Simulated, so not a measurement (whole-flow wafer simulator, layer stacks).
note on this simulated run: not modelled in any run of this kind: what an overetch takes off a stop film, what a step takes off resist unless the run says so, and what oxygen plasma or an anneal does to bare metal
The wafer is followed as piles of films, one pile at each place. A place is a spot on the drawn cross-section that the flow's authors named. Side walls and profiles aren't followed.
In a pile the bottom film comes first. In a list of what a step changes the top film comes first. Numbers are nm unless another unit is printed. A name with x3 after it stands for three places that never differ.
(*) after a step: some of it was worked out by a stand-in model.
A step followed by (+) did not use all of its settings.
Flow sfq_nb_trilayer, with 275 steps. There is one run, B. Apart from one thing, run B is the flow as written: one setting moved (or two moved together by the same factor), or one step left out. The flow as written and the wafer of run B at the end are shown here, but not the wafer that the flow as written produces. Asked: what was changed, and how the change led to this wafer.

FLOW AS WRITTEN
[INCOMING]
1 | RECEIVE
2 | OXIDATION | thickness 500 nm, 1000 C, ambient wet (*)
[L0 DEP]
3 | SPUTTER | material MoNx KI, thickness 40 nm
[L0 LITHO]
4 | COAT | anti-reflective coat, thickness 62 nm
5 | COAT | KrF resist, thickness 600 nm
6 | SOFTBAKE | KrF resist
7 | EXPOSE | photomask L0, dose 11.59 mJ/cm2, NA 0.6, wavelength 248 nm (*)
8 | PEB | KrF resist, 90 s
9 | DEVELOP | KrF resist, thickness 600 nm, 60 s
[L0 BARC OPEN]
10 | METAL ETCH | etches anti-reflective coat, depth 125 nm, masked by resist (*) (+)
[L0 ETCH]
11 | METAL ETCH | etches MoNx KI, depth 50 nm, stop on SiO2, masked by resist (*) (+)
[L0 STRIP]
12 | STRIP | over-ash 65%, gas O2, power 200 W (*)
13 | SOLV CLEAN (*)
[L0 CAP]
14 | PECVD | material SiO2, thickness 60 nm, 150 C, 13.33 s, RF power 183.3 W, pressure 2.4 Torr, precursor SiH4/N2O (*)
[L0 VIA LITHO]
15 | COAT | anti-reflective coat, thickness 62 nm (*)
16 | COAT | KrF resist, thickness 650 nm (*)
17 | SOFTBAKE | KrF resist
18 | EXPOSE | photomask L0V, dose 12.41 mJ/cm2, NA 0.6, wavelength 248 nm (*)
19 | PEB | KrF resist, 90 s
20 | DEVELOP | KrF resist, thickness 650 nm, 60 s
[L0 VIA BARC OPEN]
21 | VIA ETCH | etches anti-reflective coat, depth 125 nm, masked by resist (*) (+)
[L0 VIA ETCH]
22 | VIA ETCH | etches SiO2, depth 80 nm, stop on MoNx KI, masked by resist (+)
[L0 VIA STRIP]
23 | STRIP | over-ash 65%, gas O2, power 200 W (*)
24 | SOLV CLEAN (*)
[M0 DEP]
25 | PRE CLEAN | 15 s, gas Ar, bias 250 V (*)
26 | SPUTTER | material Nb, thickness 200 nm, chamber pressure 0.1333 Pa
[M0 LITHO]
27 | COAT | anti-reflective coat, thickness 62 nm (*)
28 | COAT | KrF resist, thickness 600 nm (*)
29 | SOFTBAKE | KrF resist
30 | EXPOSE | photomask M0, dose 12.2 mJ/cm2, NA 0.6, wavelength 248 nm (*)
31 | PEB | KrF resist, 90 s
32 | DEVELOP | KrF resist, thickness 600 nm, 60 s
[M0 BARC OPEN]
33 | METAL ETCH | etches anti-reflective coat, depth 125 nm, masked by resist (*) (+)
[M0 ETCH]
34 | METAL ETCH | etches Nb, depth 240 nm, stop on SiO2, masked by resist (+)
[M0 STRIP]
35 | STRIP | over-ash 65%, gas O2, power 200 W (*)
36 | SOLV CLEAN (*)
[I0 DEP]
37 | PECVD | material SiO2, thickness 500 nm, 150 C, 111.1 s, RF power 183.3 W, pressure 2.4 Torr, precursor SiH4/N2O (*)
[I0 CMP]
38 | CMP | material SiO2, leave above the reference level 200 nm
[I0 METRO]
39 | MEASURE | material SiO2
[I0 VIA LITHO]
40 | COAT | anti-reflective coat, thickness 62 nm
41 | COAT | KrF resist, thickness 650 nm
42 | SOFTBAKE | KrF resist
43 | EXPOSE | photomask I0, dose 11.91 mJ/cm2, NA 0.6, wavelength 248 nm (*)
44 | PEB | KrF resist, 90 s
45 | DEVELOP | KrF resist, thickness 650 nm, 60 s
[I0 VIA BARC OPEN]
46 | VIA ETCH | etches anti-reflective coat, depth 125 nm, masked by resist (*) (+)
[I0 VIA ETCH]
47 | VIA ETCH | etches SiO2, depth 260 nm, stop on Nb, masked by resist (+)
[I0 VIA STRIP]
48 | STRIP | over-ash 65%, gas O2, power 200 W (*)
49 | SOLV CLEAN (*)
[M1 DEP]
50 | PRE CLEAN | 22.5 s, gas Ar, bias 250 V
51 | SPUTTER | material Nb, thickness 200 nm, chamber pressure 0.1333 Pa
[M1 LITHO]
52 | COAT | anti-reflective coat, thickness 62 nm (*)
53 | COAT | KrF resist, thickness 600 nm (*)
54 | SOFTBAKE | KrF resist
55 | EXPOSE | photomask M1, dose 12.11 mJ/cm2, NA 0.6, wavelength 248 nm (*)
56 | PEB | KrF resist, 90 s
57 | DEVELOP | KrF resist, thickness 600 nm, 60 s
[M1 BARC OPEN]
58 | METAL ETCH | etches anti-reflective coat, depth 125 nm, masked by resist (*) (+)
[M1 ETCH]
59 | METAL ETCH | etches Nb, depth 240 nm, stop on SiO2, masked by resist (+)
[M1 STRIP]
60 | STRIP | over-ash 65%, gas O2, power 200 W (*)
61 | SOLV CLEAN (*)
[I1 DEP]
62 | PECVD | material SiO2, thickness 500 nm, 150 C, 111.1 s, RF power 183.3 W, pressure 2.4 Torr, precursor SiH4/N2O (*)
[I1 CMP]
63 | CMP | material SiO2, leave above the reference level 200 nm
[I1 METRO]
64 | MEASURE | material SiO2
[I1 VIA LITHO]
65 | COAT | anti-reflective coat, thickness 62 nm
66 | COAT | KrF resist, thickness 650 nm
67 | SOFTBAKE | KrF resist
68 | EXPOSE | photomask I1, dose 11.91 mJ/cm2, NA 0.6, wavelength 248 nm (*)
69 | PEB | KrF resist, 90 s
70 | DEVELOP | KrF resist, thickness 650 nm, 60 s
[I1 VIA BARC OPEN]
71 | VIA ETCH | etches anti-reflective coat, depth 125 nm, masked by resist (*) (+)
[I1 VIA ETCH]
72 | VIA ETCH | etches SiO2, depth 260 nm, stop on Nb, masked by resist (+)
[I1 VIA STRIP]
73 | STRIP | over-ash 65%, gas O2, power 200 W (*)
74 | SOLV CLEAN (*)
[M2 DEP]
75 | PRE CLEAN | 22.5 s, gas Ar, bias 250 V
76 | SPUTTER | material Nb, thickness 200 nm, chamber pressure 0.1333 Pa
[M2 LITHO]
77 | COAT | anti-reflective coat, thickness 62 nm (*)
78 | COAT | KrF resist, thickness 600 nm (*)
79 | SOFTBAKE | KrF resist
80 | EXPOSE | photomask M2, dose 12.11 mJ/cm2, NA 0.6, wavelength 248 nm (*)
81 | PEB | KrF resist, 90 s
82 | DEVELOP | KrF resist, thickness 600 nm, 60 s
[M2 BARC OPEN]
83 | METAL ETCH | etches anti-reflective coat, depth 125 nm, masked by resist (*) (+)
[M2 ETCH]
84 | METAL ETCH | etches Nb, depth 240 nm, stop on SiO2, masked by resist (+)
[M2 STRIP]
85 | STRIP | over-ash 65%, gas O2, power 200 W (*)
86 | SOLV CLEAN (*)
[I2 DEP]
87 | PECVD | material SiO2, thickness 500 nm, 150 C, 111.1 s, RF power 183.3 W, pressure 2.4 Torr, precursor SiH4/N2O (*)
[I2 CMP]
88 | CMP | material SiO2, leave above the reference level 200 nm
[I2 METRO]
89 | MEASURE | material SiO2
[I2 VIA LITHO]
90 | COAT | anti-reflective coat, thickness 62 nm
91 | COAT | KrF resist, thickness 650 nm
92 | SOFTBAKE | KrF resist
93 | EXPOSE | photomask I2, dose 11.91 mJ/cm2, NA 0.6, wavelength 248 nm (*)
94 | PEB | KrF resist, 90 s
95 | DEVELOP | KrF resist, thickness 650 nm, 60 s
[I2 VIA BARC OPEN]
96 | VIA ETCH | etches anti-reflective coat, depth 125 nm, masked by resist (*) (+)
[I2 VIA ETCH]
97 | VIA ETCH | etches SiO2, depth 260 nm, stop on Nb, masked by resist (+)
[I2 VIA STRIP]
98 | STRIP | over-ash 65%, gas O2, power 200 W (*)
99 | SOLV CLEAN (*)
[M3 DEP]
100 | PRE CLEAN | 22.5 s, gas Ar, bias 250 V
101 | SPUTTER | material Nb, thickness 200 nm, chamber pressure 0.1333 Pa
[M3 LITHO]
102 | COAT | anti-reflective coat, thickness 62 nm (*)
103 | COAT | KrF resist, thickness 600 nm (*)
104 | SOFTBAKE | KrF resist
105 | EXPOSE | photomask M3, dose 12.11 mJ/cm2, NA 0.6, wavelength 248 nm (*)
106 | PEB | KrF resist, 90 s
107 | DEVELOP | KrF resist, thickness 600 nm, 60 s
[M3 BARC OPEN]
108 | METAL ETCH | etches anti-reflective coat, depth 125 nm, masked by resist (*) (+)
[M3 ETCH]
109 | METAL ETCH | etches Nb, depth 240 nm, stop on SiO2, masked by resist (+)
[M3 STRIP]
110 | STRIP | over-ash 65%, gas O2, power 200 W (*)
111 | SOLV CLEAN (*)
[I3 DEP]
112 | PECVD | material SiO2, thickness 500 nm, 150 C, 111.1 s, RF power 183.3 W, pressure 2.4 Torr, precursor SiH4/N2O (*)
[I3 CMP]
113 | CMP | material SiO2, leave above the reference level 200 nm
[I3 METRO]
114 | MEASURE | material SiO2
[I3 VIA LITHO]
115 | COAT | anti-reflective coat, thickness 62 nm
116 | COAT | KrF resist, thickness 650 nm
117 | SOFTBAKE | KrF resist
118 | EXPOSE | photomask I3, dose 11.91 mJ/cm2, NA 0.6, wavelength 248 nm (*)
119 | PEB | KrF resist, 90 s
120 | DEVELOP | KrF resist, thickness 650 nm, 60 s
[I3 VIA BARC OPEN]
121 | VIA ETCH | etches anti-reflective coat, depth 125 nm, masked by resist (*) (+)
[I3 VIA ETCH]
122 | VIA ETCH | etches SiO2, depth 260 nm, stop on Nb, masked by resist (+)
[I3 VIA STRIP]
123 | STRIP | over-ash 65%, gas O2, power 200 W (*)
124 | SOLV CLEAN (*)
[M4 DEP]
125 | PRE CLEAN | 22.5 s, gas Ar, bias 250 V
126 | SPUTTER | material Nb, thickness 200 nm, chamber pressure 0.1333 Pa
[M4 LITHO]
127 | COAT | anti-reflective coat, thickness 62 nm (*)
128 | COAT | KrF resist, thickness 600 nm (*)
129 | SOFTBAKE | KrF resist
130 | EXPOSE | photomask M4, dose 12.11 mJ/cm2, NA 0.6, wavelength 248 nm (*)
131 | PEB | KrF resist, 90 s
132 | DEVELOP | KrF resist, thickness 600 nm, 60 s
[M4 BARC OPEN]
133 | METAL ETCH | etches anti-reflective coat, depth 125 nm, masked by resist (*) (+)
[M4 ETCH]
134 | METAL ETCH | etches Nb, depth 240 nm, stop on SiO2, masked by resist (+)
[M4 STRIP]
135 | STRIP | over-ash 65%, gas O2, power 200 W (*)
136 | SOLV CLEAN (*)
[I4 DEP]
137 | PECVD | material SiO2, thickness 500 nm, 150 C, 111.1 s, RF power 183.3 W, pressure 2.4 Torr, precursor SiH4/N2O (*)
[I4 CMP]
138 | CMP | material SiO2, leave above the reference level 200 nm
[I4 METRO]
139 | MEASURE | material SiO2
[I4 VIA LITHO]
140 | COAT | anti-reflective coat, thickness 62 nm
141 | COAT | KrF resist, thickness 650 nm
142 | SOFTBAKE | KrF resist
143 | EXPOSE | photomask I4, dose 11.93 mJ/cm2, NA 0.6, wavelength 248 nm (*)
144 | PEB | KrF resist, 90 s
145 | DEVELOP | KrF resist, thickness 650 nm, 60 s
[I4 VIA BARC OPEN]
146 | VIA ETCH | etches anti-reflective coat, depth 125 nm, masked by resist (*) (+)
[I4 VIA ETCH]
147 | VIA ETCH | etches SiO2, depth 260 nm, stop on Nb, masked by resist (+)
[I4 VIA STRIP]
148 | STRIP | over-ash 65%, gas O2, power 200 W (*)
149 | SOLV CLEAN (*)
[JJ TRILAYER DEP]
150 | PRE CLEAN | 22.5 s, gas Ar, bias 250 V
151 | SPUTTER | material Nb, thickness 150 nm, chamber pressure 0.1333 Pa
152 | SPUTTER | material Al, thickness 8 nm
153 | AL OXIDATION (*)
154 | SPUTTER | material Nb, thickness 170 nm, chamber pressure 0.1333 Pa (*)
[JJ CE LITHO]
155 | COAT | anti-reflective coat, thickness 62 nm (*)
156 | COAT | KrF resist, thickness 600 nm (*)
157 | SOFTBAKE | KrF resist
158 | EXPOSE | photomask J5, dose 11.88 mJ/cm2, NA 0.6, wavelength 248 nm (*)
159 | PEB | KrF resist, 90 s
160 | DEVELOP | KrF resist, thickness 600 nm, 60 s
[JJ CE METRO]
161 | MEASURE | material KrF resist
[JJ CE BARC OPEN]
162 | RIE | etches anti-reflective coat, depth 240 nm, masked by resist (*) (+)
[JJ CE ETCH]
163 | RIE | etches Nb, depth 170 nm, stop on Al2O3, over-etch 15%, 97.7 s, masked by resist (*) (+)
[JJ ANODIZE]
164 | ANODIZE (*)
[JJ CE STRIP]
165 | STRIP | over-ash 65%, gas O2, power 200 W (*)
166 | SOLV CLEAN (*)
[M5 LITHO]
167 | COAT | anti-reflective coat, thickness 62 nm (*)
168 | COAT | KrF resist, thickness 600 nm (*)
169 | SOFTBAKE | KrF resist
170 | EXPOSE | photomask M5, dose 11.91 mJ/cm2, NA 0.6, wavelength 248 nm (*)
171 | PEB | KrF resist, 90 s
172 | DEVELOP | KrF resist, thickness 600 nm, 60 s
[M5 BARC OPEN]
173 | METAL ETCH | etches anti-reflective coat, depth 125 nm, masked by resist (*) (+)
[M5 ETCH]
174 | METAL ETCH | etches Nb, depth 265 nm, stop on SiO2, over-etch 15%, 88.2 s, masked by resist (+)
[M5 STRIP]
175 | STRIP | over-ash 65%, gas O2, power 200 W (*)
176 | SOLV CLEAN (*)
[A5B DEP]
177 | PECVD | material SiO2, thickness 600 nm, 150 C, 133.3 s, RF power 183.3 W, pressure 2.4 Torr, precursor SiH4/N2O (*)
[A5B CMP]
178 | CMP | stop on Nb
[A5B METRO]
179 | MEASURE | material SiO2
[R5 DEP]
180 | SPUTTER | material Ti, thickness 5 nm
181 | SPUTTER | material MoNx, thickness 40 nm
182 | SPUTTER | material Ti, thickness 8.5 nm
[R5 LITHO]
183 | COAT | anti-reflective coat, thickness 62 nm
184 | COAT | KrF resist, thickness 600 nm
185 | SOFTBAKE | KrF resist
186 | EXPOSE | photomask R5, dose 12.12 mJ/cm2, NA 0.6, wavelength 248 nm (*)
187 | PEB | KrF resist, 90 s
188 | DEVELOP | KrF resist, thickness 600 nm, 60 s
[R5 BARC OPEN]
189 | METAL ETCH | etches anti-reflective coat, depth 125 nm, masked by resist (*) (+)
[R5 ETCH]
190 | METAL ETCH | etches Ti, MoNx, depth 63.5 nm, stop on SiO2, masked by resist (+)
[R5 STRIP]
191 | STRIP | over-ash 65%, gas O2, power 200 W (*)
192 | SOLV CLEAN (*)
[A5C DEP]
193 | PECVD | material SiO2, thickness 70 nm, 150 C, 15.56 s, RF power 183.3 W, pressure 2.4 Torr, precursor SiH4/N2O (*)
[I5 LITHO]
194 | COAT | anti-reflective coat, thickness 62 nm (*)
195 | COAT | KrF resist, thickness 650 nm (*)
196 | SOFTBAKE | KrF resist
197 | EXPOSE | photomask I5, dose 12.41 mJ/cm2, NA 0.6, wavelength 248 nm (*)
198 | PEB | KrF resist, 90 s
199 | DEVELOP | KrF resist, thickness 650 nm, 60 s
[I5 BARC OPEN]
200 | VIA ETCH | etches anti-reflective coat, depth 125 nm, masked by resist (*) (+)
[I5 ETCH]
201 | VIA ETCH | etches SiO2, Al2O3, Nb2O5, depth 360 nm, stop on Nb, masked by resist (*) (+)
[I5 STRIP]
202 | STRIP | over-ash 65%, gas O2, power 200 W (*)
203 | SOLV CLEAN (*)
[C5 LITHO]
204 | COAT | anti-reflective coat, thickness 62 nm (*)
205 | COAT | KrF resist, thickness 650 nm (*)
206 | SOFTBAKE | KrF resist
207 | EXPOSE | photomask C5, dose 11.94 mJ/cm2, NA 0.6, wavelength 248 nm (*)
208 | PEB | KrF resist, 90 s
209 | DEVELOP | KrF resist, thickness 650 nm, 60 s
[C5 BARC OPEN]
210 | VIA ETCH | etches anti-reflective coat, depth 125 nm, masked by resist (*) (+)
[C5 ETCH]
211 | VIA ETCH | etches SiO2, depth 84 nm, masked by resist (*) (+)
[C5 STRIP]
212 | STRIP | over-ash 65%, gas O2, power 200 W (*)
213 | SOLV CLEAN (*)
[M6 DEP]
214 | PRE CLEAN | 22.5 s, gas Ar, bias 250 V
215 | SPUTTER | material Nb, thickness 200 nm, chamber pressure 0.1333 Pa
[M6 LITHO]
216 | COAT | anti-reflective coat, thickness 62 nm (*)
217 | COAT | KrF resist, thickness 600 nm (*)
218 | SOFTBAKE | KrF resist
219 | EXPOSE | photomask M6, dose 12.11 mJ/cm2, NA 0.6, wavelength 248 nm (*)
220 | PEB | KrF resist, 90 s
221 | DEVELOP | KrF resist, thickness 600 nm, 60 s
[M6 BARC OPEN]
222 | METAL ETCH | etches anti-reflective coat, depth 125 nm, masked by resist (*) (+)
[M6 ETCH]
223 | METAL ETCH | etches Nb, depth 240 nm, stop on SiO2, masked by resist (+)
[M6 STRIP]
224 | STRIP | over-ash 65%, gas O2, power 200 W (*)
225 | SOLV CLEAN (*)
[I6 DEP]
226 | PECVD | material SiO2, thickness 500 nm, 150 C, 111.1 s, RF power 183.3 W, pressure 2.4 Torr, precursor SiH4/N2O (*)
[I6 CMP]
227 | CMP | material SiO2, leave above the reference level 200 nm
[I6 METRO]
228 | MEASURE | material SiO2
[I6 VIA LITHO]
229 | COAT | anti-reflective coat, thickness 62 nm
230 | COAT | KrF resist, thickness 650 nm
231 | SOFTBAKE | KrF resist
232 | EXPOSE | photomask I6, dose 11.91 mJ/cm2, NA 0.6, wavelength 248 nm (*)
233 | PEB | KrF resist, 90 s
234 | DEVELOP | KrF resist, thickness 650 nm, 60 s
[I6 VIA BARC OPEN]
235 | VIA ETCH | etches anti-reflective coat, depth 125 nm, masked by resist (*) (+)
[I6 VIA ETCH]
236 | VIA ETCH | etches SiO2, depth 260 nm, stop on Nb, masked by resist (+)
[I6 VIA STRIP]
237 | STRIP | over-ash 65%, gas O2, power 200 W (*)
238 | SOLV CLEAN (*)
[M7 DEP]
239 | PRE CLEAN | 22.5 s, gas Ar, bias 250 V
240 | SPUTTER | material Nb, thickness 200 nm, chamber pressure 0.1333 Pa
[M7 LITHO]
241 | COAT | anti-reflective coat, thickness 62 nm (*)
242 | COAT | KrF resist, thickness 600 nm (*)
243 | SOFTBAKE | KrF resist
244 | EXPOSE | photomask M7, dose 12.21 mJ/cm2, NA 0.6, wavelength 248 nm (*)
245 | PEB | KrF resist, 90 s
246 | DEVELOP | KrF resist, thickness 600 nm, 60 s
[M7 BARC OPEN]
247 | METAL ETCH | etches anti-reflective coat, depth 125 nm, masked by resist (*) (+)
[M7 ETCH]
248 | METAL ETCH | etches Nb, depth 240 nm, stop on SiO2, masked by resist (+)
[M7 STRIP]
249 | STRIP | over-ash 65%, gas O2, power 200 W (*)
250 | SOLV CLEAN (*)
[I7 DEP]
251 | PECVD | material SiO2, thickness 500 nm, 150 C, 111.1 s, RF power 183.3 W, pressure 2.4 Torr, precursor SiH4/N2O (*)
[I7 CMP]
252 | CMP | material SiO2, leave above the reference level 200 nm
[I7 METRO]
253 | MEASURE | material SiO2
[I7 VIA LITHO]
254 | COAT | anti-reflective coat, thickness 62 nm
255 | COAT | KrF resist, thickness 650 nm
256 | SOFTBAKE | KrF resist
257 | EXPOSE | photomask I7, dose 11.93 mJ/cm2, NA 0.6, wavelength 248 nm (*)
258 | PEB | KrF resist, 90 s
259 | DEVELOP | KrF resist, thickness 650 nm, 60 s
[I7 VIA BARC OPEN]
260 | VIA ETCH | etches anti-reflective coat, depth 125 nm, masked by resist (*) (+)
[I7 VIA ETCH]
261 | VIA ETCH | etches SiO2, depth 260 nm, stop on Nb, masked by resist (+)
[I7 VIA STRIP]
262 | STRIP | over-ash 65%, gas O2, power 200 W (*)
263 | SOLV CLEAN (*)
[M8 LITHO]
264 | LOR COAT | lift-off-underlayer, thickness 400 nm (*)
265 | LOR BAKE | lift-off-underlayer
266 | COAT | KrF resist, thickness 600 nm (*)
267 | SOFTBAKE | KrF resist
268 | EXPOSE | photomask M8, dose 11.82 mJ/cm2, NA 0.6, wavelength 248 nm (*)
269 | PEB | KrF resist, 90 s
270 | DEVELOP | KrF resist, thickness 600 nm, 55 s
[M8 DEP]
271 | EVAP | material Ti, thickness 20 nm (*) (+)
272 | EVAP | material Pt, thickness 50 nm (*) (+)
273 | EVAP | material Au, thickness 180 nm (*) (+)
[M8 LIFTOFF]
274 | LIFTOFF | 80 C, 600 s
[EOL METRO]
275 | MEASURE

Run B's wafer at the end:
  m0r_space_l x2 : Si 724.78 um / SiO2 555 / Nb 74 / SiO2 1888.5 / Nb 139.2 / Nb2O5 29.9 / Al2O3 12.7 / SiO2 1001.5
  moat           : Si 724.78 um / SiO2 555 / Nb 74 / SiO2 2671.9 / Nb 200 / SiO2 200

What caused this: step 34, METAL ETCH: depth 126 nm was run, while the flow as written has depth 240 nm.

How this came from the change, step by step:
  34 | METAL ETCH | etches Nb, depth 240 nm, stop on SiO2, masked by resist (+)
      moat, m0r_space_l x2: -126 Nb (it would be, as written: -200 Nb (all of it))
      field_l, v_sur, via_wl and 100 more: -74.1 KrF resist (it would be, as written: -141.2 KrF resist)
  35 | STRIP | over-ash 65%, gas O2, power 200 W (*)
      p4_fl, p4_fm, p4_w1 and 68 more: -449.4 KrF resist (all of it), -62 anti-reflective coat (all of it) (it would be, as written: -382.4 KrF resist (all of it), -62 anti-reflective coat (all of it))
      c5j, ce_r, sp_r, be_r, r_sur, res: -456.1 KrF resist (all of it), -63.6 anti-reflective coat (all of it) (it would be, as written: -389 KrF resist (all of it), -63.6 anti-reflective coat (all of it))
      (and at 26 other places as well)
  37 | PECVD | material SiO2, thickness 500 nm, 150 C, 111.1 s, RF power 183.3 W, pressure 2.4 Torr, precursor SiH4/N2O (*)
      moat, m0r_space_l x2: +500 SiO2 (new film) (it would be, as written: +557.1 SiO2)
  38 | CMP | material SiO2, leave above the reference level 200 nm
      moat, m0r_space_l x2: -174 SiO2 (it would be, as written: -157.1 SiO2)
If metal films that touch count as one body, m0r_space_l x2 has 2 bodies (between them, from the top down: SiO2 1888.5); the flow as written gives 1 body.
If metal films that touch count as one body, moat has 2 bodies (between them, from the top down: SiO2 2671.9); the flow as written gives 1 body.
